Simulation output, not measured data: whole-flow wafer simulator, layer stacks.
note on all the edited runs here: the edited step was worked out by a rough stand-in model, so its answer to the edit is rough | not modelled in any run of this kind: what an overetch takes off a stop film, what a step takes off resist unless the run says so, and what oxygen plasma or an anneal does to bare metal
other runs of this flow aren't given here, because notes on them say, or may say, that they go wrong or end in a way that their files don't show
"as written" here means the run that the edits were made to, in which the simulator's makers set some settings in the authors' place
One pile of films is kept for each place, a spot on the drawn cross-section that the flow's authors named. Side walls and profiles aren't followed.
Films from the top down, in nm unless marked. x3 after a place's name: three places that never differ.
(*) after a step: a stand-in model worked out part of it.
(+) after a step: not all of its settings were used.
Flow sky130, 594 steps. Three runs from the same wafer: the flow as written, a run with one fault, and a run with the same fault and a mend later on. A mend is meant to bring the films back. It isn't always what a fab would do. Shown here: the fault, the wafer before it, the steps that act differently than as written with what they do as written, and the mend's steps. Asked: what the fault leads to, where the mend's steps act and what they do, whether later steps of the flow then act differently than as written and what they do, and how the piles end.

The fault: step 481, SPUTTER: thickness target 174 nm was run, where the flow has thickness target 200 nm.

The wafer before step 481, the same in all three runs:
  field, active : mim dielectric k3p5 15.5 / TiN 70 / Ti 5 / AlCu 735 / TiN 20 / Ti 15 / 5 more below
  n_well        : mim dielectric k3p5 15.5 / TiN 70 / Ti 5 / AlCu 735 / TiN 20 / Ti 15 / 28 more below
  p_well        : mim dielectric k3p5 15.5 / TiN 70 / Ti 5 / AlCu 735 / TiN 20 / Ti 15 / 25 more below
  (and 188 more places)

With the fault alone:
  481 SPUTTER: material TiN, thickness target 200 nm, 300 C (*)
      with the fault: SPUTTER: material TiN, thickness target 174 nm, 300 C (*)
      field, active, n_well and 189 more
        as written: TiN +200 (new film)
        with the fault: TiN +174 (new film)
  Later steps of the flow that act differently than as written (5 more steps differ only slightly, by at most 2% or 0.5 nm, whichever is larger, and aren't shown):
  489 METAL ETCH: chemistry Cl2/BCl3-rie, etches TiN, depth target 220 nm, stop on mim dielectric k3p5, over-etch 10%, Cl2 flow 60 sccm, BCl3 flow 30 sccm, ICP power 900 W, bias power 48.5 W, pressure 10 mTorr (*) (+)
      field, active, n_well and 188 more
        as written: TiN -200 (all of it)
        with the fault: TiN -174 (all of it)
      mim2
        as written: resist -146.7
        with the fault: resist -127.6
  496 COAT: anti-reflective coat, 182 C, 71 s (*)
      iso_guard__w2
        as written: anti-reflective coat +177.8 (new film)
        with the fault: anti-reflective coat +160.8 (new film)
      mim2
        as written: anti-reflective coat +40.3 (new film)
        with the fault: anti-reflective coat +34.6 (new film)
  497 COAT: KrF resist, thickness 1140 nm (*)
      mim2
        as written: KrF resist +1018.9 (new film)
        with the fault: KrF resist +1043.7 (new film)
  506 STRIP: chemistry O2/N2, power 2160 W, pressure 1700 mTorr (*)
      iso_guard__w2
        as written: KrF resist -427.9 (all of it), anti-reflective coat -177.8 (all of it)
        with the fault: KrF resist -439.3 (all of it), anti-reflective coat -160.8 (all of it)
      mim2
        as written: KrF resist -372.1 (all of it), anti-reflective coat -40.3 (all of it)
        with the fault: KrF resist -396.8 (all of it), anti-reflective coat -34.6 (all of it)
  At the end the piles differ from the flow's by more than 2% or 0.5 nm, whichever is larger, at mim2.
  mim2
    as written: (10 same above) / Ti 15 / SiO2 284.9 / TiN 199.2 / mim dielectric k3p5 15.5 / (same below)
    with the fault: (10 same above) / Ti 15 / SiO2 310.9 / TiN 173.2 / mim dielectric k3p5 15.5 / (same below)

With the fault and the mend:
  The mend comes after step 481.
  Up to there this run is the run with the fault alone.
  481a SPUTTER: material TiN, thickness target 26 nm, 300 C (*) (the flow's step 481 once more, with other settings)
      field, active, n_well and 189 more
        TiN +26
  No later step of the flow acts differently than as written at any place that is followed.
  At the end the piles are the same as the flow's at every place that both follow.
